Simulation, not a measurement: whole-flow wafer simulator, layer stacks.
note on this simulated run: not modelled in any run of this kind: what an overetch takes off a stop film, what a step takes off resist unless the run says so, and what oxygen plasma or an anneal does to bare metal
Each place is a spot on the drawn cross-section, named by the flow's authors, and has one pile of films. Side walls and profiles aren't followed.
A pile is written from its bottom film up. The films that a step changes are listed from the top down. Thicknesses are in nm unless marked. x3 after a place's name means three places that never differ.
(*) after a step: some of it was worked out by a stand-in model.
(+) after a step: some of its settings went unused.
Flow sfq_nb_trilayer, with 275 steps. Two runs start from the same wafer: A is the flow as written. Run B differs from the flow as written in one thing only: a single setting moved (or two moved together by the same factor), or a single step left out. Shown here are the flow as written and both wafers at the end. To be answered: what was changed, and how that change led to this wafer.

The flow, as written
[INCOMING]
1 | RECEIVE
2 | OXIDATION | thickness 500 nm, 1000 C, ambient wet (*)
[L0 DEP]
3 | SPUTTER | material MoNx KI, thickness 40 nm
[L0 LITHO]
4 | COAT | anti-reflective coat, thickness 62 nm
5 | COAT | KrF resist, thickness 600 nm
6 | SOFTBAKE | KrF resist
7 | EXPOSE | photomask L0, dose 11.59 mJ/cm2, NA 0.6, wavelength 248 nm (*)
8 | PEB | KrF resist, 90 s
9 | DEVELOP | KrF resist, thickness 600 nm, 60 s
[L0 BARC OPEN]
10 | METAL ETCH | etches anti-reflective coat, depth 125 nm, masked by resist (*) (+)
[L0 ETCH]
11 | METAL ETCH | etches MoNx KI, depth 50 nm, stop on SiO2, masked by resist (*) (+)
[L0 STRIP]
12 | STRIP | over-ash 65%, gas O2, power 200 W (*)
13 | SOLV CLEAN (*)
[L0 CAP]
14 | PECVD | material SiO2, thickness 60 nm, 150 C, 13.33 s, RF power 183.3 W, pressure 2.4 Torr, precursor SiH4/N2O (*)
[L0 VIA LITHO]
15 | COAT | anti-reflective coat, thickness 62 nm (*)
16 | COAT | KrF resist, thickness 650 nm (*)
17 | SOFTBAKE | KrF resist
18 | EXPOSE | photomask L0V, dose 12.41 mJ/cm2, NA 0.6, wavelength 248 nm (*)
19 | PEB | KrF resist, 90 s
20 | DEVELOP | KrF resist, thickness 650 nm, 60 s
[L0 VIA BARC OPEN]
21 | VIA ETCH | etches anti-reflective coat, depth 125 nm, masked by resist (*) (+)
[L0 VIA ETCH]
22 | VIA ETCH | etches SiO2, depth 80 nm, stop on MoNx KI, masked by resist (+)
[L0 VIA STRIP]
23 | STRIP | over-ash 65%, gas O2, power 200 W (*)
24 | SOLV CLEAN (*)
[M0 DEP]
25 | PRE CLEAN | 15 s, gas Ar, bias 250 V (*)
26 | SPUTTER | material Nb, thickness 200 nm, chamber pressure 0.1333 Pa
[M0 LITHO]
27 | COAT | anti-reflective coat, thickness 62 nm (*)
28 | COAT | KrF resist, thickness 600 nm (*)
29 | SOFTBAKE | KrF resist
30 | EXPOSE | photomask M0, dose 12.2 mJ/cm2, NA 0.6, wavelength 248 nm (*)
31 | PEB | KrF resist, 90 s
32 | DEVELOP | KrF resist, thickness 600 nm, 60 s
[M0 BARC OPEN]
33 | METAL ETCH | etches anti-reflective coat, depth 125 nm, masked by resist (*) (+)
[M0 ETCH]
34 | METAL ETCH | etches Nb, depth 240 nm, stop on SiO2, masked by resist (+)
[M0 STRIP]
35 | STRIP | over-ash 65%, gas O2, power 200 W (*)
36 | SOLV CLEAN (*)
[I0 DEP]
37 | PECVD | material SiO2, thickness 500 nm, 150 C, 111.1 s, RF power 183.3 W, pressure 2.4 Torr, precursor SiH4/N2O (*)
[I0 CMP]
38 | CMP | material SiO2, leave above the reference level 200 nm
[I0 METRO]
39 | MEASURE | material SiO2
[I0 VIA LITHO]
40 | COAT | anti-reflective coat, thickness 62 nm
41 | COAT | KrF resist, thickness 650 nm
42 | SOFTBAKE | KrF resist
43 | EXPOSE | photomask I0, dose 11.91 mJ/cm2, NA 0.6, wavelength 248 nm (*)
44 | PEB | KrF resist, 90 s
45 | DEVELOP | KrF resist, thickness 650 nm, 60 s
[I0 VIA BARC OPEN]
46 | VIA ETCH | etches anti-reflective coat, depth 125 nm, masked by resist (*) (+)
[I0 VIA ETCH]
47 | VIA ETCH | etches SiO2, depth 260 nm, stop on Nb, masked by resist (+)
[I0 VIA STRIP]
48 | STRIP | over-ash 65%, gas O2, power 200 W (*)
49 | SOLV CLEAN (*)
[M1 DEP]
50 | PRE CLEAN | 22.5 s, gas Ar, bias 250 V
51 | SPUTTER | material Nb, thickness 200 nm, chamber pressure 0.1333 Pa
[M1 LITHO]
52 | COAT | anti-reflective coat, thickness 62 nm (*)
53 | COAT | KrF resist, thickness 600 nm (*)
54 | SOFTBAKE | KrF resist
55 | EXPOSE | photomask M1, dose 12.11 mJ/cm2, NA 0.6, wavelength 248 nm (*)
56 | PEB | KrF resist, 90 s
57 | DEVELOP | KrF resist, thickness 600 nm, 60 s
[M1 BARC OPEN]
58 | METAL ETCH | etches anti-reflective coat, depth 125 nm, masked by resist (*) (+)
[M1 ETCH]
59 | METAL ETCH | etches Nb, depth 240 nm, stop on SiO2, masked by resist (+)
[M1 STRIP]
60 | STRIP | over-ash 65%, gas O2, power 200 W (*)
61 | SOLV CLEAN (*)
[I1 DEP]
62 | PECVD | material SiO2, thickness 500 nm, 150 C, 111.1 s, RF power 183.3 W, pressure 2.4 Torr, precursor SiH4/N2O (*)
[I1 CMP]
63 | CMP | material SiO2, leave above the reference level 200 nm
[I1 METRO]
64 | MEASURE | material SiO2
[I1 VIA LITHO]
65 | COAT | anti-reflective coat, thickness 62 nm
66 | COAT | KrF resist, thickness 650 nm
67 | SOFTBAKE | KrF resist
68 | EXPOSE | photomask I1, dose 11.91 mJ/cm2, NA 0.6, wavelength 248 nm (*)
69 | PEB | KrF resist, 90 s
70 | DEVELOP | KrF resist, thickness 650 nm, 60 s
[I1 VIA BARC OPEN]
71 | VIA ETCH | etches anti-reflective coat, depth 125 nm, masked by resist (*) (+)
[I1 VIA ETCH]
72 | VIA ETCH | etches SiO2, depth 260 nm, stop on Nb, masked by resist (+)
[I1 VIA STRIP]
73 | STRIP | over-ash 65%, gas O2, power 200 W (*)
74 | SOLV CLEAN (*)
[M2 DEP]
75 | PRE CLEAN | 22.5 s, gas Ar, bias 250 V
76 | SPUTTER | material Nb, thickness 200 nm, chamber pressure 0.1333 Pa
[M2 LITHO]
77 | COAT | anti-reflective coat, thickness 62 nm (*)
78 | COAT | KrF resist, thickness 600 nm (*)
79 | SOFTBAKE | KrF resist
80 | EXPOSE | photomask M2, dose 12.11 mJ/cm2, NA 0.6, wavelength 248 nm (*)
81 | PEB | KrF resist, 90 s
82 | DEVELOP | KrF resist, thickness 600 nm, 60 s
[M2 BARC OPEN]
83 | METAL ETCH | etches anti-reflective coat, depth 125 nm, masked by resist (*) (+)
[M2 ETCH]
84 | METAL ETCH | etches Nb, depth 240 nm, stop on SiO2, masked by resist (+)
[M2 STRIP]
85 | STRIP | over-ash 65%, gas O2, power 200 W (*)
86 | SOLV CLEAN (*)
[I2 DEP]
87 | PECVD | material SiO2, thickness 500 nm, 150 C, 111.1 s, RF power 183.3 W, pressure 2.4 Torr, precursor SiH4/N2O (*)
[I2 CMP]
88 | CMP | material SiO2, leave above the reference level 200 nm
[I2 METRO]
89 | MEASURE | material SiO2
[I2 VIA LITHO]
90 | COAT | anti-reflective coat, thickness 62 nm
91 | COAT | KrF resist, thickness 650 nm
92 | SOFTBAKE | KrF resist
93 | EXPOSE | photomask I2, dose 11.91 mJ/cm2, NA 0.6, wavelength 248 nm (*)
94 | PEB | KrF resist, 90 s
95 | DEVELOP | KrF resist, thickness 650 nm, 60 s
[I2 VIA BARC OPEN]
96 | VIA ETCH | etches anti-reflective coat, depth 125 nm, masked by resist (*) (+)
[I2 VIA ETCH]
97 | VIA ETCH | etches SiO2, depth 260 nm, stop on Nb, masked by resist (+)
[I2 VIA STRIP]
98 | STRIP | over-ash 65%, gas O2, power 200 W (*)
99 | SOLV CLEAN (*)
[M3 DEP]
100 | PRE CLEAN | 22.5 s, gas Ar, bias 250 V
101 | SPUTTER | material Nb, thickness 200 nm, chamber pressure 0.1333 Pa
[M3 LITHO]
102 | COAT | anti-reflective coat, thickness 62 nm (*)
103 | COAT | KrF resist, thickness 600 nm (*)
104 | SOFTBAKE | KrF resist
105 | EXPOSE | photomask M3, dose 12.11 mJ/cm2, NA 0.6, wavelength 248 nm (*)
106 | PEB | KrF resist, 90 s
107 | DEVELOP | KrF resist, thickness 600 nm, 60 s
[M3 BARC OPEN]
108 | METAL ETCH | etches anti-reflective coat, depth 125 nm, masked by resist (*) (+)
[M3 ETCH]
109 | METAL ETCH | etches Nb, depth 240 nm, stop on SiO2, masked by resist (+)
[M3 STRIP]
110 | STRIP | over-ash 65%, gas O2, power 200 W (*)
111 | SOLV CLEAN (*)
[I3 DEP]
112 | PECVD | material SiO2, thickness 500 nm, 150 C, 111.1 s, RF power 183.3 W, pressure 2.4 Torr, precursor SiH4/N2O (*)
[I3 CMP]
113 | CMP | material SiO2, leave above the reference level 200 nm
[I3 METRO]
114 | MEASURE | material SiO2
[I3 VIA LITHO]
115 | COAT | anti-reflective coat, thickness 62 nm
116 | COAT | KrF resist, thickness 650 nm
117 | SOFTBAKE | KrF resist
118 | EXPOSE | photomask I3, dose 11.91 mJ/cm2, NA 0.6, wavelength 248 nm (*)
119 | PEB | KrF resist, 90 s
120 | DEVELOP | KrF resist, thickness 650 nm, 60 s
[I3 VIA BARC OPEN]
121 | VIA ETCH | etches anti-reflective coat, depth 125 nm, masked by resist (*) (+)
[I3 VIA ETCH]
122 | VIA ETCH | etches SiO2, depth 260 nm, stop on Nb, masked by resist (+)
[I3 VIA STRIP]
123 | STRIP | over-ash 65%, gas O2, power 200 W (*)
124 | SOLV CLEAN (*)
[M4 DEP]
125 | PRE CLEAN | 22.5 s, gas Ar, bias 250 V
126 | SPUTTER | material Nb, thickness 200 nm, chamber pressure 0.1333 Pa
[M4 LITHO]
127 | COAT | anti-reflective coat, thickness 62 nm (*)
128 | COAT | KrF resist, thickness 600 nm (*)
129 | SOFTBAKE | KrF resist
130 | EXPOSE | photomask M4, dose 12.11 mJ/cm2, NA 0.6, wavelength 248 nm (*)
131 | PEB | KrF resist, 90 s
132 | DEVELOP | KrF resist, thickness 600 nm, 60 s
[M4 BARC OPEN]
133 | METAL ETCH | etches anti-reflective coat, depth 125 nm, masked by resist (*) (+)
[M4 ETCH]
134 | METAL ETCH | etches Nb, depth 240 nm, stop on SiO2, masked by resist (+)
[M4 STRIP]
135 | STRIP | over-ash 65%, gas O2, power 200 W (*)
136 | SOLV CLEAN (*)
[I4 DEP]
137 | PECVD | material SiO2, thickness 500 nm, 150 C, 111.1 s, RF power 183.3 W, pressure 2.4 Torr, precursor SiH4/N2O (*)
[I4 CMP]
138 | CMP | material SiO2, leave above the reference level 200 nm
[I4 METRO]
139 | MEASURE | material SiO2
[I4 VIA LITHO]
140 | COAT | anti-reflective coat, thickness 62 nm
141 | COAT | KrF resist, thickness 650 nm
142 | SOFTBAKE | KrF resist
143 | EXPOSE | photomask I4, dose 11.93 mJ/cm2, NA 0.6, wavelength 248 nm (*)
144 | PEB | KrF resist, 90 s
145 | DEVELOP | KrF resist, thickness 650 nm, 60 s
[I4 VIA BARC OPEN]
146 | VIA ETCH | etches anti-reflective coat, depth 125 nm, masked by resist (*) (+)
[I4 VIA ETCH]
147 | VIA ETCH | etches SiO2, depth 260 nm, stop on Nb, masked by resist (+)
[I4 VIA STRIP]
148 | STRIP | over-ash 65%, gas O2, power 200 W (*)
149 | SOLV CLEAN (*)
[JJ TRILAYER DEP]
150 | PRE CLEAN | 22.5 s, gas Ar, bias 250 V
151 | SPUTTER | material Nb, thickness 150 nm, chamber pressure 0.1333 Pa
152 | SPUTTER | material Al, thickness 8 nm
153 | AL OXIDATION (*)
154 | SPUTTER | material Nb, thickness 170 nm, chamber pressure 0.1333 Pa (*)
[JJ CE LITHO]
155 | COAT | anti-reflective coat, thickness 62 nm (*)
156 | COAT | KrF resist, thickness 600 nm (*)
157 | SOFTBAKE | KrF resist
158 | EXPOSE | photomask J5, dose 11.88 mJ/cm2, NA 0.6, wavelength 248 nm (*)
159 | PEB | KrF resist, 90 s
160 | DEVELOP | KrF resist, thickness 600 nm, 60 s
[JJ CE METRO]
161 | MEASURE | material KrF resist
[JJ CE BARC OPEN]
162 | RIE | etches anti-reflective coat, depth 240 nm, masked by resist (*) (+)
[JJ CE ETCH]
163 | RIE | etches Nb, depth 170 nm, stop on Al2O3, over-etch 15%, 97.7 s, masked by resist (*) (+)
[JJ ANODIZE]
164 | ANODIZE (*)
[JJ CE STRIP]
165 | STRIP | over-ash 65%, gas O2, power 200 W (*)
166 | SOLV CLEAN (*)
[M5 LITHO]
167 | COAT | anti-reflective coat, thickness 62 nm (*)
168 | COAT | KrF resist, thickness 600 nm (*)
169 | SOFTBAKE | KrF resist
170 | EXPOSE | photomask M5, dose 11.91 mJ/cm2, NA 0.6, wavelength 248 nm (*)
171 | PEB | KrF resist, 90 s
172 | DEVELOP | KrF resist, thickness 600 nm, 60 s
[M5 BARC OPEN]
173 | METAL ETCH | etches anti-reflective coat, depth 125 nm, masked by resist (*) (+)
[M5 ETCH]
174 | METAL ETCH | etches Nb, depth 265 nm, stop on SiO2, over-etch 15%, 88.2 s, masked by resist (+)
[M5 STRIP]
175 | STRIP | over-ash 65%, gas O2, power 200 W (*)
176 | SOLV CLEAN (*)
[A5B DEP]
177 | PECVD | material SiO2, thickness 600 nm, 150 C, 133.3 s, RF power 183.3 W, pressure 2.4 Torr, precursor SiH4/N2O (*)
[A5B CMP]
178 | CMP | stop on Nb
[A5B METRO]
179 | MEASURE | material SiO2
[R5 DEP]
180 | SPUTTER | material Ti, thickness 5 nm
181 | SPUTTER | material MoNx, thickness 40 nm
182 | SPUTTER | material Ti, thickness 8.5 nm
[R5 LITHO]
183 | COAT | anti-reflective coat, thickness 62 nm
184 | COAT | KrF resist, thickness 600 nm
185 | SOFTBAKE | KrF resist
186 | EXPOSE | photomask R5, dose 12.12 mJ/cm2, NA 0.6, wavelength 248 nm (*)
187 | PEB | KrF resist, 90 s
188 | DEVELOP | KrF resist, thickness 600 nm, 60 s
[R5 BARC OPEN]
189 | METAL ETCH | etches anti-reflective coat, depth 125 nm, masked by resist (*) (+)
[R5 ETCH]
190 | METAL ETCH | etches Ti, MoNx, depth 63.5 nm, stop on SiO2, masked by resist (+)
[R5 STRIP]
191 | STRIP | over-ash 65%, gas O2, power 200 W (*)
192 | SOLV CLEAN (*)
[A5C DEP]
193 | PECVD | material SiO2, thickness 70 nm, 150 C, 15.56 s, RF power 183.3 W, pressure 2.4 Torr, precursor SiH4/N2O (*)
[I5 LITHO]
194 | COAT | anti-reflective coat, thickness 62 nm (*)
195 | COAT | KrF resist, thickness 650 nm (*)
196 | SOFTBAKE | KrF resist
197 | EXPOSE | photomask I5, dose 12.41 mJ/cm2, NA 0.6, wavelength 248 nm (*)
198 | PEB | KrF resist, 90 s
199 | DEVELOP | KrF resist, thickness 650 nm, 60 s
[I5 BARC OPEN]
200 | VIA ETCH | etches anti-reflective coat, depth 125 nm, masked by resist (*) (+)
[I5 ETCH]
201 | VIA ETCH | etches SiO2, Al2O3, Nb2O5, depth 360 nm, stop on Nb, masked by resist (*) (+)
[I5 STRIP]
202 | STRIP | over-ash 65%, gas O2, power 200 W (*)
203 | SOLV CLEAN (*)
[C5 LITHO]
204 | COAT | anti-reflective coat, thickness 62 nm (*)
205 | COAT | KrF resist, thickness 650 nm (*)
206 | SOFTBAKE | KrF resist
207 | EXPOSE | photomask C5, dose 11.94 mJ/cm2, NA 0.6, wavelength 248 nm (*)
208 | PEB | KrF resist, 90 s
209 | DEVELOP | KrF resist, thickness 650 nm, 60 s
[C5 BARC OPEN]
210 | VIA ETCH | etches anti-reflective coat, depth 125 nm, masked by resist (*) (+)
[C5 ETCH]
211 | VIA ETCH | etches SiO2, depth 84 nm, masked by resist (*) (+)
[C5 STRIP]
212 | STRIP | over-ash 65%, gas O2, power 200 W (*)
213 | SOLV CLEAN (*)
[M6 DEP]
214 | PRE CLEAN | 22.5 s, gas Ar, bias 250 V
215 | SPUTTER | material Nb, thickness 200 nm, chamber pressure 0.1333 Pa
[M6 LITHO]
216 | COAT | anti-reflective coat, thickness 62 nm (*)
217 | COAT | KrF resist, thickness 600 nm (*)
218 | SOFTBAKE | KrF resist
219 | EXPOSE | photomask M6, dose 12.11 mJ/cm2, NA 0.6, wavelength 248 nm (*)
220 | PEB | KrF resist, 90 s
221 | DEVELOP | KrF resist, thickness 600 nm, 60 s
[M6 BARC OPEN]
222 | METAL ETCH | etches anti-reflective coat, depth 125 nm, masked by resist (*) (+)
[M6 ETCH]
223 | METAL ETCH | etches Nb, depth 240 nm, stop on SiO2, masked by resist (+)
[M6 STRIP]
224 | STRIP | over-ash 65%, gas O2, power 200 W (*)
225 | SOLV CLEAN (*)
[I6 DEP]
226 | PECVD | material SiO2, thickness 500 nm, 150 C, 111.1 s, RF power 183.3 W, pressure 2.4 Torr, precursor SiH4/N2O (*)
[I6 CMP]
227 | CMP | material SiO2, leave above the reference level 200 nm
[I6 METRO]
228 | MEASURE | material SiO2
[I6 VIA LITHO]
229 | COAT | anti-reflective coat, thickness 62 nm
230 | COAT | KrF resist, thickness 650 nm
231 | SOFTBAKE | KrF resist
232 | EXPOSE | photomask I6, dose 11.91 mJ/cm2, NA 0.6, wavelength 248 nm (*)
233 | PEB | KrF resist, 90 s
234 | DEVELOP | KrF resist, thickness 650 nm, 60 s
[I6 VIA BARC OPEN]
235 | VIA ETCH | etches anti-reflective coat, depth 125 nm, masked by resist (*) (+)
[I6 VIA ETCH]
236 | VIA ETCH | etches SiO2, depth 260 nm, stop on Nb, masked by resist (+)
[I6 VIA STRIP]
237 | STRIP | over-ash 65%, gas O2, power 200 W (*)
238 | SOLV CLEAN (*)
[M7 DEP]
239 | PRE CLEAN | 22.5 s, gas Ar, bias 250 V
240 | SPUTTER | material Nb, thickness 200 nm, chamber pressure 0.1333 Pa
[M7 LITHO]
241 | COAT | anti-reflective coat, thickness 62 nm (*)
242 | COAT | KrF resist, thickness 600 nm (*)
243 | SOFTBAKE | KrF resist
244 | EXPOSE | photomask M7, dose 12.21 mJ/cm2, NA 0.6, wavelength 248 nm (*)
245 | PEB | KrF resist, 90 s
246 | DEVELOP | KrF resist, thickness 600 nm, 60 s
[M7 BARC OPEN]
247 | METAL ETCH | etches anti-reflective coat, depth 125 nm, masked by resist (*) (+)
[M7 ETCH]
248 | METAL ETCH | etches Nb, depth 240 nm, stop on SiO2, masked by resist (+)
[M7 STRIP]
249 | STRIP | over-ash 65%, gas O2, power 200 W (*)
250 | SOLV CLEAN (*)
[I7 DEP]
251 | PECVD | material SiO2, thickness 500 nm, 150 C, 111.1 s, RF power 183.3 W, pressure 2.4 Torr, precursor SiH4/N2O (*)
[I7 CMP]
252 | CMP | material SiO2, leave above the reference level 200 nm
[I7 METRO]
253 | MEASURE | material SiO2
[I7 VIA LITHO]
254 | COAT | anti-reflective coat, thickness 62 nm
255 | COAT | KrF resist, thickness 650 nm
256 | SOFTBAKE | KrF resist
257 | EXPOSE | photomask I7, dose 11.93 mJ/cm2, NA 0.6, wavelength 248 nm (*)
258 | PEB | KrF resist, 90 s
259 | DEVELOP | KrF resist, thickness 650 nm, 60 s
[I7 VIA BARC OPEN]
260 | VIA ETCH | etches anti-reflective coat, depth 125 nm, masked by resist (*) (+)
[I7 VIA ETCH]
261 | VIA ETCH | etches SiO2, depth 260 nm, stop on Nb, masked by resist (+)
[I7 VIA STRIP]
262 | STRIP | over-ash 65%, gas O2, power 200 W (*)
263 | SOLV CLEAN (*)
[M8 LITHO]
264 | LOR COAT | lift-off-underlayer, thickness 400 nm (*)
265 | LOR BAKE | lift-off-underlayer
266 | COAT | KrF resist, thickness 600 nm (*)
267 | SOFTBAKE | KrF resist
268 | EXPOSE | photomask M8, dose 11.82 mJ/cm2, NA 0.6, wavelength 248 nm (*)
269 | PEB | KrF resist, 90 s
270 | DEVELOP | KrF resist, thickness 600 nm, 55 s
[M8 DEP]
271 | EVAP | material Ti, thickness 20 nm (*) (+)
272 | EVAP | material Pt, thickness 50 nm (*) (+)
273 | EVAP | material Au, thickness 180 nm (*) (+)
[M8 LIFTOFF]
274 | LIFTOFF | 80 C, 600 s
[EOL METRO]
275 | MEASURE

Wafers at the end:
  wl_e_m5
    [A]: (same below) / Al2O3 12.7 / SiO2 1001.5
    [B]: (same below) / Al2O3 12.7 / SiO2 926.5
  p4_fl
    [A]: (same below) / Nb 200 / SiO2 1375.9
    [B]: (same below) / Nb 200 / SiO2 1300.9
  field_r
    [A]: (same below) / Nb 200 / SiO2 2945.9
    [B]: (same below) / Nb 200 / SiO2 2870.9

What caused this: step 227, CMP: leave above the reference level 125 nm was run, whereas the flow has leave above the reference level 200 nm.

The path from the change to this, step by step:
  227 | CMP | material SiO2, leave above the reference level 200 nm
      field_l, p4_fl, p4_fm and 59 more: A SiO2 loses 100 | B SiO2 loses 175
      v_sur, via_wl, via_w and 15 more: A SiO2 loses 300 | B SiO2 loses 375
      (and at 26 other places as well)
  236 | VIA ETCH | etches SiO2, depth 260 nm, stop on Nb, masked by resist (+)
      field_l, v_sur, via_wl and 102 more: A KrF resist loses 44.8 | B KrF resist loses 32.3
      via_v: A SiO2 loses 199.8 (all of it) | B SiO2 loses 124.8 (all of it)
  237 | STRIP | over-ash 65%, gas O2, power 200 W (*)
      field_l, v_sur, via_wl and 102 more: A KrF resist loses 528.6 (all of it), anti-reflective coat loses 62 (all of it) | B KrF resist loses 541.1 (all of it), anti-reflective coat loses 62 (all of it)
  240 | SPUTTER | material Nb, thickness 200 nm, chamber pressure 0.1333 Pa
      via_v: A Nb gains 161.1 | B Nb gains 179.4
  241 | COAT | anti-reflective coat, thickness 62 nm (*)
      via_sp: A anti-reflective coat gains 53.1 (new film) | B anti-reflective coat gains 54.5 (new film)
      via_v: A anti-reflective coat gains 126 (new film) | B anti-reflective coat gains 108.2 (new film)
      (and at 1 other place as well)
  242 | COAT | KrF resist, thickness 600 nm (*)
      via_v: A KrF resist gains 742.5 (new film) | B KrF resist gains 679.5 (new film)
  249 | STRIP | over-ash 65%, gas O2, power 200 W (*)
      via_sp: A KrF resist loses 373.6 (all of it), anti-reflective coat loses 53.1 (all of it) | B KrF resist loses 378.9 (all of it), anti-reflective coat loses 54.5 (all of it)
      via_v: A KrF resist loses 524.5 (all of it), anti-reflective coat loses 126 (all of it) | B KrF resist loses 461.7 (all of it), anti-reflective coat loses 108.2 (all of it)
      (and at 1 other place as well)
  251 | PECVD | material SiO2, thickness 500 nm, 150 C, 111.1 s, RF power 183.3 W, pressure 2.4 Torr, precursor SiH4/N2O (*)
      via_v: A SiO2 gains 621 (new film) | B SiO2 gains 501.6 (new film)
  252 | CMP | material SiO2, leave above the reference level 200 nm
      via_v: A SiO2 loses 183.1 | B SiO2 loses 157.1
